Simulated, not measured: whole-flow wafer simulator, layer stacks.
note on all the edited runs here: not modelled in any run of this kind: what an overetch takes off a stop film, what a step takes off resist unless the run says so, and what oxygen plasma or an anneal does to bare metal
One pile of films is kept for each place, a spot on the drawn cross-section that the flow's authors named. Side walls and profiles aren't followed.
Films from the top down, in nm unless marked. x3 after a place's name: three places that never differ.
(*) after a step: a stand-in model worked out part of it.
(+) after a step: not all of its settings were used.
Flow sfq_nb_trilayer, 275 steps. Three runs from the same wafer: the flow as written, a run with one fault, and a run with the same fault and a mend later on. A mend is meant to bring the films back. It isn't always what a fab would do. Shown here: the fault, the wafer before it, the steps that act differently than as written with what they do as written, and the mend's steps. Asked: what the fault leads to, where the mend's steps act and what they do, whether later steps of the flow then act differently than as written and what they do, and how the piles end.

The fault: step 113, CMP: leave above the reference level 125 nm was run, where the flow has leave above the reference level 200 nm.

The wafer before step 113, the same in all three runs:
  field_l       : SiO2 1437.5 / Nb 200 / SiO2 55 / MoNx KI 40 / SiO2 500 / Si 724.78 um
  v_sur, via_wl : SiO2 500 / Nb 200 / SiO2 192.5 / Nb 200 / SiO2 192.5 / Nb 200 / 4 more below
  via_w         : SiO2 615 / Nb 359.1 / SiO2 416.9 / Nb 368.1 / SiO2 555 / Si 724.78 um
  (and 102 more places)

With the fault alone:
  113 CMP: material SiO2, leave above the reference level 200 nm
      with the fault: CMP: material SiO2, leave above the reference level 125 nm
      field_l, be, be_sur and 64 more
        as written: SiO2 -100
        with the fault: SiO2 -175
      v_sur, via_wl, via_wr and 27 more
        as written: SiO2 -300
        with the fault: SiO2 -375
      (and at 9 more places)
  Later steps of the flow that act differently than as written (5 more steps differ only slightly, by at most 2% or 0.5 nm, whichever is larger, and aren't shown):
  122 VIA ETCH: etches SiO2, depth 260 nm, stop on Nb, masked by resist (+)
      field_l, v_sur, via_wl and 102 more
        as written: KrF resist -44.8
        with the fault: KrF resist -32.3
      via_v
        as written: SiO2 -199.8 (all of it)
        with the fault: SiO2 -124.8 (all of it)
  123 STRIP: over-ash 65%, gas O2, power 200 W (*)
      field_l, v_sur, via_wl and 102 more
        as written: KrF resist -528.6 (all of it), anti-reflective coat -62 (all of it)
        with the fault: KrF resist -541.1 (all of it), anti-reflective coat -62 (all of it)
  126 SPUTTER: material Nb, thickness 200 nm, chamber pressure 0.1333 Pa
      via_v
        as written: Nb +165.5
        with the fault: Nb +182.1
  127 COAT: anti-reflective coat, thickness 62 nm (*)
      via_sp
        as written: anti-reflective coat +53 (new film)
        with the fault: anti-reflective coat +54.5 (new film)
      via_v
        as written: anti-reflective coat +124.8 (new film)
        with the fault: anti-reflective coat +107.6 (new film)
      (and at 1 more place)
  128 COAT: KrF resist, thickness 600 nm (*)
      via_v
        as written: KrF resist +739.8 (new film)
        with the fault: KrF resist +677.6 (new film)
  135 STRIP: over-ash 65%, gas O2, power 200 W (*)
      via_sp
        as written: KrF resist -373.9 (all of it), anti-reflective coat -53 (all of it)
        with the fault: KrF resist -379 (all of it), anti-reflective coat -54.5 (all of it)
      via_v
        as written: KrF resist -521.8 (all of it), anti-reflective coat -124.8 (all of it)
        with the fault: KrF resist -459.8 (all of it), anti-reflective coat -107.6 (all of it)
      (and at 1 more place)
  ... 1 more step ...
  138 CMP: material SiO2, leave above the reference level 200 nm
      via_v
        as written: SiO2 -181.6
        with the fault: SiO2 -158.2
  At the end the piles differ from the flow's by more than 2% or 0.5 nm, whichever is larger, at field_l, v_sur, via_wl and 103 more.
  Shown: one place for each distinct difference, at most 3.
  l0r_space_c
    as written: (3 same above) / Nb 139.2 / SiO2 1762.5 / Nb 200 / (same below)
    with the fault: (3 same above) / Nb 139.2 / SiO2 1687.5 / Nb 200 / (same below)
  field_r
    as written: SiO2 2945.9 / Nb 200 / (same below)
    with the fault: SiO2 2870.9 / Nb 200 / (same below)
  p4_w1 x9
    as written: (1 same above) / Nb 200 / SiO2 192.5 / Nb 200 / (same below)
    with the fault: (1 same above) / Nb 200 / SiO2 117.5 / Nb 200 / (same below)

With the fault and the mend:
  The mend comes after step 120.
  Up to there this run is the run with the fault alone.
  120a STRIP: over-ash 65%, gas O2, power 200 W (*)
      field_l, v_sur, via_wl and 102 more
        KrF resist -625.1 (all of it), anti-reflective coat -62 (all of it)
      via_v
        anti-reflective coat -62 (all of it)
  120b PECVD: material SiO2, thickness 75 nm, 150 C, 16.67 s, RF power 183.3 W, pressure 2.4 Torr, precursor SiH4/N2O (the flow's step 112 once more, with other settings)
      field_l, v_sur, via_wl and 103 more
        SiO2 +75
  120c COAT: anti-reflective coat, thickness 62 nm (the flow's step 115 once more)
      field_l, v_sur, via_wl and 103 more
        anti-reflective coat +62 (new film)
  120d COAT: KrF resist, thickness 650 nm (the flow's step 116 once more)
      field_l, v_sur, via_wl and 103 more
        KrF resist +650 (new film)
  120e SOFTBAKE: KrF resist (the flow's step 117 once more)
      changes no film at any place that is followed
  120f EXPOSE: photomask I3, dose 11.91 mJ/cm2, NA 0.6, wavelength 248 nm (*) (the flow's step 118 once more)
      changes no film at any place that is followed
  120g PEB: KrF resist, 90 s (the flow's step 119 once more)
      field_l, v_sur, via_wl and 103 more
        KrF resist -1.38
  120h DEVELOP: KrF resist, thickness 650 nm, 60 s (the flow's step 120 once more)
      field_l, v_sur, via_wl and 102 more
        KrF resist -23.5
      via_v
        KrF resist -648.6 (all of it)
  No later step of the flow acts differently than as written, at any place that is followed, by more than 2% or 0.5 nm, whichever is larger.
  At the end the piles are the same as the flow's at every place that both follow.
